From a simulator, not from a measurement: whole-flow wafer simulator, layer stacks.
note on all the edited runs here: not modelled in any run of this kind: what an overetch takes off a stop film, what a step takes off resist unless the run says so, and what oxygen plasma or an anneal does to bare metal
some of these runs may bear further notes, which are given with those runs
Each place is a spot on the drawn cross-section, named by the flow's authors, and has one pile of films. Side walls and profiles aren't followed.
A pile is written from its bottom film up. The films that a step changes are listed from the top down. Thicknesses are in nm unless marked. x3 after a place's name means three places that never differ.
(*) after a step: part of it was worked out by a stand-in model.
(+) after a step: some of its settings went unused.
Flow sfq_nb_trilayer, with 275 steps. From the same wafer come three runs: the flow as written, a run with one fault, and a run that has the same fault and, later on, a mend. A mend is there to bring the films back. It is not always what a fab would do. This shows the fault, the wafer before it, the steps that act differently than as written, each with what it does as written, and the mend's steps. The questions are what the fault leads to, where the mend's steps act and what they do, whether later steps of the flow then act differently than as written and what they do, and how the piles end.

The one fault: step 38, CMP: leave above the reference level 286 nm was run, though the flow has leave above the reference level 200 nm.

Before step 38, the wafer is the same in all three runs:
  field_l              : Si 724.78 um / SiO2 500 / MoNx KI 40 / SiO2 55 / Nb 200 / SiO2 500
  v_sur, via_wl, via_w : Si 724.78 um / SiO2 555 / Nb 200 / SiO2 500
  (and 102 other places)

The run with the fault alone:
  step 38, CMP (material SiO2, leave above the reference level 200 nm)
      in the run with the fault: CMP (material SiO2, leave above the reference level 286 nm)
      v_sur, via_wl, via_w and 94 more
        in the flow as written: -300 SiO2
        in the run with the fault: -214 SiO2
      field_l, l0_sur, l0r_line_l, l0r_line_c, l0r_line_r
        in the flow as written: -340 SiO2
        in the run with the fault: -254 SiO2
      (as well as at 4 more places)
  Steps further on in the flow that do not act as written (not shown: 4 more steps that differ only slightly, by at most 2% or 0.5 nm, whichever is larger):
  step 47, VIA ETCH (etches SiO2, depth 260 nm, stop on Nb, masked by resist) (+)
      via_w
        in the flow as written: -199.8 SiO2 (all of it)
        in the run with the fault: -260 SiO2
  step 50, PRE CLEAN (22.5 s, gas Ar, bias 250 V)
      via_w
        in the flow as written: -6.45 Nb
        in the run with the fault: -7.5 SiO2
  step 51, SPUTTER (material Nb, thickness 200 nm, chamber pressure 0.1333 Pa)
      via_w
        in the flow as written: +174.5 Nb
        in the run with the fault: +163.1 Nb (new film)
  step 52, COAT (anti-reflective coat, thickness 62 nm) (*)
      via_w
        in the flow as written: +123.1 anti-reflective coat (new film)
        in the run with the fault: +136.1 anti-reflective coat (new film)
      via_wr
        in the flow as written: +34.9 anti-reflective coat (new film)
        in the run with the fault: +33.2 anti-reflective coat (new film)
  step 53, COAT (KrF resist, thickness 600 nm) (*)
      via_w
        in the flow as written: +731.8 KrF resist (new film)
        in the run with the fault: +781.6 KrF resist (new film)
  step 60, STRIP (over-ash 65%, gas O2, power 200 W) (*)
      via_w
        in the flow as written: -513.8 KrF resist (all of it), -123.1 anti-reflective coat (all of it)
        in the run with the fault: -563.6 KrF resist (all of it), -136.1 anti-reflective coat (all of it)
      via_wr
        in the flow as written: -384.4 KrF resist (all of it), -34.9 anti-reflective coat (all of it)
        in the run with the fault: -378.6 KrF resist (all of it), -33.2 anti-reflective coat (all of it)
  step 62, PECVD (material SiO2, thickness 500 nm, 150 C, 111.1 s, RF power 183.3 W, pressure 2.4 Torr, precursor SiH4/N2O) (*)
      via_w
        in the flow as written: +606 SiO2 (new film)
        in the run with the fault: +678.7 SiO2 (new film)
  At field_l, v_sur, via_wl and 103 more, the piles at the end differ from the flow's by more than 2% or 0.5 nm, whichever is larger.
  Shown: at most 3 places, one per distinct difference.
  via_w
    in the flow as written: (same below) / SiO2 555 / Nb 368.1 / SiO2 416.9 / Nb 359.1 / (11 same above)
    in the run with the fault: (same below) / SiO2 555 / Nb 200 / SiO2 18.3 / Nb 163.1 / SiO2 489.6 / Nb 359.1 / (11 same above)
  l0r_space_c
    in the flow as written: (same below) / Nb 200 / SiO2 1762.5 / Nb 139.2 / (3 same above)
    in the run with the fault: (same below) / Nb 200 / SiO2 1848.5 / Nb 139.2 / (3 same above)
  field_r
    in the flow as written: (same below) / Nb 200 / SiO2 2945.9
    in the run with the fault: (same below) / Nb 200 / SiO2 3031.9

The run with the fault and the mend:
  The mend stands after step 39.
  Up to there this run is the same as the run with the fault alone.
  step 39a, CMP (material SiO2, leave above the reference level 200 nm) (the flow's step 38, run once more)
      field_l, v_sur, via_wl and 103 more
        -86 SiO2
  Every later step of the flow that is run acts as written at every place that is followed.
  The piles end the same as the flow's at every place that both follow.
